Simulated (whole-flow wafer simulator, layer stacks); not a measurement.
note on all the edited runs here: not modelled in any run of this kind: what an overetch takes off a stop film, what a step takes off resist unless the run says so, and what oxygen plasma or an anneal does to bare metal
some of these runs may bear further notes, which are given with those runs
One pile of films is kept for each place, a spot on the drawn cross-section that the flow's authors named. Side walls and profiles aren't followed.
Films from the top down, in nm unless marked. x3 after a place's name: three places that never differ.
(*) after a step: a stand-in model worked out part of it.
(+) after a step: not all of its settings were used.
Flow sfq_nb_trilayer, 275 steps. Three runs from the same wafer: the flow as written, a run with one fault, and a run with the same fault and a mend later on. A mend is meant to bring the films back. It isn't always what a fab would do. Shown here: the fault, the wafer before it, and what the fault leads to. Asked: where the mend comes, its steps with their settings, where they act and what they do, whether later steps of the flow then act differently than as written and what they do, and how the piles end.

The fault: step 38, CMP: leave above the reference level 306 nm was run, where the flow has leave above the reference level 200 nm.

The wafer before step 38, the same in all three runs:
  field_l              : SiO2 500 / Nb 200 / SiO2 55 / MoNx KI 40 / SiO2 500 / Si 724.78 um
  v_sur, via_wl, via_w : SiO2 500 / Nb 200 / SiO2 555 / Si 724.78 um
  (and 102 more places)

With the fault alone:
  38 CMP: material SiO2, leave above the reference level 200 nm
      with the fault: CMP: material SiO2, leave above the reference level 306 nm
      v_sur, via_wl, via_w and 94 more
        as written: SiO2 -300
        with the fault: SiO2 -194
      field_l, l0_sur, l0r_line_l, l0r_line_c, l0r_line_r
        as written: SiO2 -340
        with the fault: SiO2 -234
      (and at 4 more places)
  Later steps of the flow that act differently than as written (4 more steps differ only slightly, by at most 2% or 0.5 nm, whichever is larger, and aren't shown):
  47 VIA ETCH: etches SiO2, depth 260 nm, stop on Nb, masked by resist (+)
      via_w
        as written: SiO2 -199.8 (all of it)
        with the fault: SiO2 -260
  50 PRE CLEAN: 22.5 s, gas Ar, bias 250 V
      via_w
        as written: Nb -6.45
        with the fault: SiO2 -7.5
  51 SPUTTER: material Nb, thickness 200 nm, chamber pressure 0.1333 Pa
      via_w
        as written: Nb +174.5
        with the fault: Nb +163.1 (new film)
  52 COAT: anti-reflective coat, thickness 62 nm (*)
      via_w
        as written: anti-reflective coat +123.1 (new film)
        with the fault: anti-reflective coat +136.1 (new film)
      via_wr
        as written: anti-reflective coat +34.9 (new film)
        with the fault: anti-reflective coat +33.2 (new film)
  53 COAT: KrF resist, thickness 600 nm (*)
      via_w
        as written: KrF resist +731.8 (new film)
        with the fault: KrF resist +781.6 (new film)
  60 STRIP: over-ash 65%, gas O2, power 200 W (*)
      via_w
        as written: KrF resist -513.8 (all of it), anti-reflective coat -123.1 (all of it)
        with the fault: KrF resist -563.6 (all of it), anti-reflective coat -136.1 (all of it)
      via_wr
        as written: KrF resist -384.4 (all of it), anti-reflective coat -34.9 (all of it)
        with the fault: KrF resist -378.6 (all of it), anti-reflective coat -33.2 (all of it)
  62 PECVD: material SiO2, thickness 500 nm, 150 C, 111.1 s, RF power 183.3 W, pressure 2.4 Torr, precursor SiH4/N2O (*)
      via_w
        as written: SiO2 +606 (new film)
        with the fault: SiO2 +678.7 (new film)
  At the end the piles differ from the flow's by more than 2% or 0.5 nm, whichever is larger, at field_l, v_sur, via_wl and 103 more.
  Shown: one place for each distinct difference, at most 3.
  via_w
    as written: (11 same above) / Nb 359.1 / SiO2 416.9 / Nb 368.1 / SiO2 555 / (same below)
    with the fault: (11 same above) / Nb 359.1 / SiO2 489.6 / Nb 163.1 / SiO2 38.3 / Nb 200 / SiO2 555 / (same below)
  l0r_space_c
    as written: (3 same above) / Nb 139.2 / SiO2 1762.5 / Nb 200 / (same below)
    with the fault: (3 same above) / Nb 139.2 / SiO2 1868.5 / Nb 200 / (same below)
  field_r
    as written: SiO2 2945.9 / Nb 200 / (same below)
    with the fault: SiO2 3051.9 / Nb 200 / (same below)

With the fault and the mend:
  The mend comes after step 39.
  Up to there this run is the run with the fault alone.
  39a CMP: material SiO2, leave above the reference level 200 nm (the flow's step 38 once more)
      field_l, v_sur, via_wl and 103 more
        SiO2 -106
  No later step of the flow acts differently than as written at any place that is followed.
  At the end the piles are the same as the flow's at every place that both follow.
